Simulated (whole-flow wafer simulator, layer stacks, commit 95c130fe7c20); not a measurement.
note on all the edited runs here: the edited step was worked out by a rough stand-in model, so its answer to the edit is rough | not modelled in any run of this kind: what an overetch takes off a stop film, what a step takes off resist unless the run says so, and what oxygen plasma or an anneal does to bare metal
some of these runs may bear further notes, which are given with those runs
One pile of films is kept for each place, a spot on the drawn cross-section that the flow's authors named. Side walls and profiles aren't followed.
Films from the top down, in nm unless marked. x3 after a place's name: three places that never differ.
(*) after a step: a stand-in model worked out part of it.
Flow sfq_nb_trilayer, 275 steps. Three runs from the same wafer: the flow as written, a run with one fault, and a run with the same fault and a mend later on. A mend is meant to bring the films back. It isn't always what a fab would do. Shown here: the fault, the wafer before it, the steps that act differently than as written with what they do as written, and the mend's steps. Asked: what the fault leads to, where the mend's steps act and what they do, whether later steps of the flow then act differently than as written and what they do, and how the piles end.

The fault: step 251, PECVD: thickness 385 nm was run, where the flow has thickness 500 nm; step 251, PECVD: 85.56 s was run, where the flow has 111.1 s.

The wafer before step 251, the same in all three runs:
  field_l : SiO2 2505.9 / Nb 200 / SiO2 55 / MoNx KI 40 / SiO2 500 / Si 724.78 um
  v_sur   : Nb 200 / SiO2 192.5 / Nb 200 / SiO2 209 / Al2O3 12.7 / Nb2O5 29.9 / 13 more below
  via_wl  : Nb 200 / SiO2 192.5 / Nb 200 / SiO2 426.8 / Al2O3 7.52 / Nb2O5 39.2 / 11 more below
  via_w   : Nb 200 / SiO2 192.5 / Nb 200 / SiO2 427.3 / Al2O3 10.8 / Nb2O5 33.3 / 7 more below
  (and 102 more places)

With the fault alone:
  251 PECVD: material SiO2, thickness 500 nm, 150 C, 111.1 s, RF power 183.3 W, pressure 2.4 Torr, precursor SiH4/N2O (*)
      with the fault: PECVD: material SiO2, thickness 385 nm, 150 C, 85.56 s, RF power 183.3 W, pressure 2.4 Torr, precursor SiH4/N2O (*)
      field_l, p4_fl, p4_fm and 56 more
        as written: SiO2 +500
        with the fault: SiO2 +385
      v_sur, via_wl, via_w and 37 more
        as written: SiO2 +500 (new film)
        with the fault: SiO2 +385 (new film)
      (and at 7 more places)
  Later steps of the flow that act differently than as written (7 more steps differ only slightly, by at most 2% or 0.5 nm, whichever is larger, and aren't shown):
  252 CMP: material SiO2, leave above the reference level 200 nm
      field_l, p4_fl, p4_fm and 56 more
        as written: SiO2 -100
        with the fault: nothing
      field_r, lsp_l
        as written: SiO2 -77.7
        with the fault: nothing
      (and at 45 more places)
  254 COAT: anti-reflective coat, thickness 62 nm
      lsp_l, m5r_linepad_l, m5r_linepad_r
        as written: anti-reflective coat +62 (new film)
        with the fault: anti-reflective coat +68.8 (new film)
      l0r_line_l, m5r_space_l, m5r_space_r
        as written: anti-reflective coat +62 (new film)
        with the fault: anti-reflective coat +63.3 (new film)
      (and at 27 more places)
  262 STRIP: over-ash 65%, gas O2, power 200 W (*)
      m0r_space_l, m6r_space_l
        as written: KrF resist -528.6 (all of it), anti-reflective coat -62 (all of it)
        with the fault: KrF resist -530.9 (all of it), anti-reflective coat -64.1 (all of it)
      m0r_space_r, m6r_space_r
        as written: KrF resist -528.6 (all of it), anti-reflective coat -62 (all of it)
        with the fault: KrF resist -530.8 (all of it), anti-reflective coat -64.2 (all of it)
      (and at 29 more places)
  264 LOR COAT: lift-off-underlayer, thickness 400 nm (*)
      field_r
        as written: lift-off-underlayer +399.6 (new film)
        with the fault: lift-off-underlayer +418.4 (new film)
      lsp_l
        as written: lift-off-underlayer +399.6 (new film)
        with the fault: lift-off-underlayer +417.3 (new film)
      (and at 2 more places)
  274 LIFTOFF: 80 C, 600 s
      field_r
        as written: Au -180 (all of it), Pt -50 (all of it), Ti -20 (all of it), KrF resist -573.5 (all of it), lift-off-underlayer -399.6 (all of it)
        with the fault: Au -180 (all of it), Pt -50 (all of it), Ti -20 (all of it), KrF resist -577.1 (all of it), lift-off-underlayer -418.4 (all of it)
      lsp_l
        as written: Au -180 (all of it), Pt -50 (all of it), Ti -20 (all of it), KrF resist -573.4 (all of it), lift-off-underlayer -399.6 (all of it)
        with the fault: Au -180 (all of it), Pt -50 (all of it), Ti -20 (all of it), KrF resist -577.8 (all of it), lift-off-underlayer -417.3 (all of it)
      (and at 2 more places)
  At the end the piles differ from the flow's by more than 2% or 0.5 nm, whichever is larger, at wl_c_m6, m6r_line_l, m6r_line_r.
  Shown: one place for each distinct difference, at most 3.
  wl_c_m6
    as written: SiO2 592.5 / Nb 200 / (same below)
    with the fault: SiO2 577.5 / Nb 200 / (same below)

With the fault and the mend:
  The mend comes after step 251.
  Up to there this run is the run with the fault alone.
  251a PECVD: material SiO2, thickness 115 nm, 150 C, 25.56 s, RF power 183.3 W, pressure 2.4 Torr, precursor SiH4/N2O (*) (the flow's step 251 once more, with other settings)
      field_l, v_sur, via_wl and 98 more
        SiO2 +115
      field_r, lsp_l
        SiO2 +110.6
      l0_sur, l0v
        SiO2 +112.5
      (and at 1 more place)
  Later steps of the flow that act differently than as written:
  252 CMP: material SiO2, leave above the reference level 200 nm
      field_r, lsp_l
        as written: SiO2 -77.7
        with the mend: SiO2 -79.4
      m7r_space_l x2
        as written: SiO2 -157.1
        with the mend: SiO2 -100
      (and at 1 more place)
  At the end the piles are the same as the flow's at every place that both follow.
